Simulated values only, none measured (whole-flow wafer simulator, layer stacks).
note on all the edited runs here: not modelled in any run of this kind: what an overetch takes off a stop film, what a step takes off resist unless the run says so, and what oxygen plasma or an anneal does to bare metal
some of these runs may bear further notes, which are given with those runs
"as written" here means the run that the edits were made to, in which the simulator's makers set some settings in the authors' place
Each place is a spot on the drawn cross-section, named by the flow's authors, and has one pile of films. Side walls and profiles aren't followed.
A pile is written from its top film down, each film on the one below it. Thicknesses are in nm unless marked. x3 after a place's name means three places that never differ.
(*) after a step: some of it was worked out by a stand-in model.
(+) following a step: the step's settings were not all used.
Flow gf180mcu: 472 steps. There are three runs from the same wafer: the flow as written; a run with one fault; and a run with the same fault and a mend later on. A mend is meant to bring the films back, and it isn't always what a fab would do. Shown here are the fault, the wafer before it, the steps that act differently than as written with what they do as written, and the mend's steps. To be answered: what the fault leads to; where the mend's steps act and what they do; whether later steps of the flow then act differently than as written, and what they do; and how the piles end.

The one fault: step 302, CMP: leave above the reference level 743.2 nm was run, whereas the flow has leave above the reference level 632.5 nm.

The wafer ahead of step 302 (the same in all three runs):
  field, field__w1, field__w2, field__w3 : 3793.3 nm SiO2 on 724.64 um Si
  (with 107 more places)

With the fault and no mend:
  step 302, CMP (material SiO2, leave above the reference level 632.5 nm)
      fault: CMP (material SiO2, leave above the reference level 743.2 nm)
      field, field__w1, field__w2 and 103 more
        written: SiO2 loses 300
        fault: SiO2 loses 189.3
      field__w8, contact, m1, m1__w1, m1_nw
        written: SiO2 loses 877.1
        fault: SiO2 loses 766.4
  Later steps of the flow acting differently than as written (not shown: 1 more step that differs only slightly, by at most 2% or 0.5 nm, whichever is larger):
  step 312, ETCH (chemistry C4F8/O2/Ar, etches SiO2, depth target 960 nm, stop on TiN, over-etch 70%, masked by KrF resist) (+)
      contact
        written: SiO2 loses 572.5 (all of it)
        fault: SiO2 loses 683.2 (all of it)
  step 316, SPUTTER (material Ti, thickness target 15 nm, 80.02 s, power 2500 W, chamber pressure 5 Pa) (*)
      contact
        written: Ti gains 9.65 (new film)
        fault: Ti gains 9.05 (new film)
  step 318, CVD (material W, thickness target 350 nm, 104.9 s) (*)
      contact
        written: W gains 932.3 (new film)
        fault: W gains 1044 (new film)
  The piles end different from the flow's at field__w8, contact, m1, m1__w1, m1_nw by more than 2% or 0.5 nm, whichever is larger.
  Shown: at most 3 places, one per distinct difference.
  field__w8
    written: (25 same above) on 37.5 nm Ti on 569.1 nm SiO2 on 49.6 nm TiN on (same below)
    fault: (25 same above) on 37.5 nm Ti on 679.8 nm SiO2 on 49.6 nm TiN on (same below)
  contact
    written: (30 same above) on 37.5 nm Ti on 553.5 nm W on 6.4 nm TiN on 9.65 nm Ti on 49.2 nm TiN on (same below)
    fault: (30 same above) on 37.5 nm Ti on 665.2 nm W on 6 nm TiN on 9.05 nm Ti on 49.2 nm TiN on (same below)

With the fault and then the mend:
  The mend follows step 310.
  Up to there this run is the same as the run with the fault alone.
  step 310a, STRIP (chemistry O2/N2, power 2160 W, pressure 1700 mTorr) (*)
      field, field__w1, field__w2 and 107 more
        KrF resist loses 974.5 (all of it), anti-reflective coat loses 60 (all of it)
      contact
        anti-reflective coat loses 60 (all of it)
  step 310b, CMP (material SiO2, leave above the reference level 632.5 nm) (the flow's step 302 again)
      field, field__w1, field__w2 and 108 more
        SiO2 loses 110.7
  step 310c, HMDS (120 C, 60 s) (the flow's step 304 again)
      does not change any film at any place that is followed
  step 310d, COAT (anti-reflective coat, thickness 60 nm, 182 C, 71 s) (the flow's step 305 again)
      field, field__w1, field__w2 and 108 more
        anti-reflective coat gains 60 (new film)
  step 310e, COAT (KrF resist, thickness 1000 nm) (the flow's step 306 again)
      field, field__w1, field__w2 and 108 more
        KrF resist gains 1000 (new film)
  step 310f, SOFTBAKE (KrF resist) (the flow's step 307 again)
      does not change any film at any place that is followed
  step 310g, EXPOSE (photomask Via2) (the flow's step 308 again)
      does not change any film at any place that is followed
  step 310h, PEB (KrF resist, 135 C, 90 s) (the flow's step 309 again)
      field, field__w1, field__w2 and 108 more
        KrF resist loses 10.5
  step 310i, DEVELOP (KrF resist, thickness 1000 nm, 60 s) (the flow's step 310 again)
      field, field__w1, field__w2 and 107 more
        KrF resist loses 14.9
      contact
        KrF resist loses 989.5 (all of it)
  Later steps of the flow that are run all act as written at every place that is followed.
  The piles end the same as the flow's at every place that both follow.
